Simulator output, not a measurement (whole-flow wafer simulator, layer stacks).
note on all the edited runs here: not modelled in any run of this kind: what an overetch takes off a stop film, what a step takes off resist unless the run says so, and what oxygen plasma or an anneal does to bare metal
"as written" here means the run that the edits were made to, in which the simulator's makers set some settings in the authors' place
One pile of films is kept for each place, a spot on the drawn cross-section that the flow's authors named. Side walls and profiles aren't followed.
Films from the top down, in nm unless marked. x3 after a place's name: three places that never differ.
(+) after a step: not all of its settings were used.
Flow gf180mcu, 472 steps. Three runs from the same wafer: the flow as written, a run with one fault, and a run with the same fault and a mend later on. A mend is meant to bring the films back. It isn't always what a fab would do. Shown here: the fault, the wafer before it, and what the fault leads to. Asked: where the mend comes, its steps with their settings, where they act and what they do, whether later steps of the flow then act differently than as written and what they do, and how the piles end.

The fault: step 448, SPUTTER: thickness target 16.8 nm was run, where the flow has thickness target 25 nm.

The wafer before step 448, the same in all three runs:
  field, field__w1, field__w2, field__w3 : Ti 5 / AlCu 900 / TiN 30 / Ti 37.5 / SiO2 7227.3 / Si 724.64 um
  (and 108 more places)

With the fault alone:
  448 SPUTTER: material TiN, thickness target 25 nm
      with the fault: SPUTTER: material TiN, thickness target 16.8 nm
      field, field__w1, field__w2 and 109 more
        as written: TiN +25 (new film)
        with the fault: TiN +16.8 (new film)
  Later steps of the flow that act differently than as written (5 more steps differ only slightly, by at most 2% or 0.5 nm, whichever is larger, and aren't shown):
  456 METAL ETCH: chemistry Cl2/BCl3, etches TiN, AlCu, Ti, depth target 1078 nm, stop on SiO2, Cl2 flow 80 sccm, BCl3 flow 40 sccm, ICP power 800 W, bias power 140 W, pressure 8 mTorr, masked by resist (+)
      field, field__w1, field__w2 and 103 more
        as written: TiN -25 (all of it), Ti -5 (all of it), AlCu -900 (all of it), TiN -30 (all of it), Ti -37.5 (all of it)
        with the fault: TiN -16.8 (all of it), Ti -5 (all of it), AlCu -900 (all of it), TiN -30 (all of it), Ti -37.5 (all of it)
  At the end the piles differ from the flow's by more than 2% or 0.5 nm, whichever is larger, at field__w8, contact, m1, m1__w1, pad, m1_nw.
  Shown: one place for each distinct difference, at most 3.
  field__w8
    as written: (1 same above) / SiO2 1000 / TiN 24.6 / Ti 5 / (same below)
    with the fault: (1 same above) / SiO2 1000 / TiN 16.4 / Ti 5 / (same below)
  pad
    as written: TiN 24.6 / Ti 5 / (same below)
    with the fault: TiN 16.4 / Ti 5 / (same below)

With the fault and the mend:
  The mend comes after step 448.
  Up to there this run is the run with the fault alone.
  448a SPUTTER: material TiN, thickness target 8.2 nm (the flow's step 448 once more, with other settings)
      field, field__w1, field__w2 and 109 more
        TiN +8.2
  No later step of the flow acts differently than as written at any place that is followed.
  At the end the piles are the same as the flow's at every place that both follow.
